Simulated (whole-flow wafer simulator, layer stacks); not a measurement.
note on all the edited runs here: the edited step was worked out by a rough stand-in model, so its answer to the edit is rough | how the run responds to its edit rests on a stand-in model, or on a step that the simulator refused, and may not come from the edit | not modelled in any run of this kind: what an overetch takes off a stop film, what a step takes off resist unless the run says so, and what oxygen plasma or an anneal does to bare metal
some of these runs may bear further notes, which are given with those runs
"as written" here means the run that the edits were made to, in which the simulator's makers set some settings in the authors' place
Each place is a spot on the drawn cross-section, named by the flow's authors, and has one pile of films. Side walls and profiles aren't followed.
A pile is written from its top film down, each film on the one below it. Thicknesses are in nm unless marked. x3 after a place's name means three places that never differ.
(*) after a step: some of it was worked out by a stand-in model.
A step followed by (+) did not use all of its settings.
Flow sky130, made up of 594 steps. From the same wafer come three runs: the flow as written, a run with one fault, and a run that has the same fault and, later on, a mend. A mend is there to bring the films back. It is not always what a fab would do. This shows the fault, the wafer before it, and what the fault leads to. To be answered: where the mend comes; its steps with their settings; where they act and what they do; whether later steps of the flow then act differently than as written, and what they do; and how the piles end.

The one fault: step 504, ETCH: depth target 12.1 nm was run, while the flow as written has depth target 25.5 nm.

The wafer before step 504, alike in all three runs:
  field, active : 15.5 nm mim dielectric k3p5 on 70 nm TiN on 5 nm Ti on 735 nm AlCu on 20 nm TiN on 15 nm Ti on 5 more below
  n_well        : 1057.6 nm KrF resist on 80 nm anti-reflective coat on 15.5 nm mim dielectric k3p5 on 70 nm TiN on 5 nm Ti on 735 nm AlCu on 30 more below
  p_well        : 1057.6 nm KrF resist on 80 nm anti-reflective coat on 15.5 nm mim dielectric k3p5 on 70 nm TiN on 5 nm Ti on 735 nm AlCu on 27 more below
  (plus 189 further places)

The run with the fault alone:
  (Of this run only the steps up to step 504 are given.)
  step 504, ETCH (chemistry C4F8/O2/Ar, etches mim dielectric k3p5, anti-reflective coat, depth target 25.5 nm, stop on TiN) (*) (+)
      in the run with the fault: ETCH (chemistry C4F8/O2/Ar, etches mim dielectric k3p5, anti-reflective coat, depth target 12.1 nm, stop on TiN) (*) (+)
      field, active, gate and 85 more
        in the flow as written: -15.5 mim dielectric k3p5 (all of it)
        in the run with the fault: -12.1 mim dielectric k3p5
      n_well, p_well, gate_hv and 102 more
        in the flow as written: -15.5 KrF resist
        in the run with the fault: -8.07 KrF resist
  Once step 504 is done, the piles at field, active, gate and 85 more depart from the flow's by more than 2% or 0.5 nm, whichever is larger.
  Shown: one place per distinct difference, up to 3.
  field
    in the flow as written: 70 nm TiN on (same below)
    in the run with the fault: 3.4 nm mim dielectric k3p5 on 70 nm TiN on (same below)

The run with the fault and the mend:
  After step 504 comes the mend.
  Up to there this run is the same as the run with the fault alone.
  step 504a, ETCH (chemistry C4F8/O2/Ar, etches mim dielectric k3p5, anti-reflective coat, depth target 13.4 nm, stop on TiN) (*) (+) (the flow's step 504, run once more with other settings)
      n_well, p_well, gate_hv and 102 more
        -3.4 KrF resist
      field, active, gate and 85 more
        -3.4 mim dielectric k3p5 (all of it)
  Later steps of the flow that are run all act as written at every place that is followed, up to a difference of at most 2% or 0.5 nm, whichever is larger.
  The piles end the same as the flow's at every place that both follow.
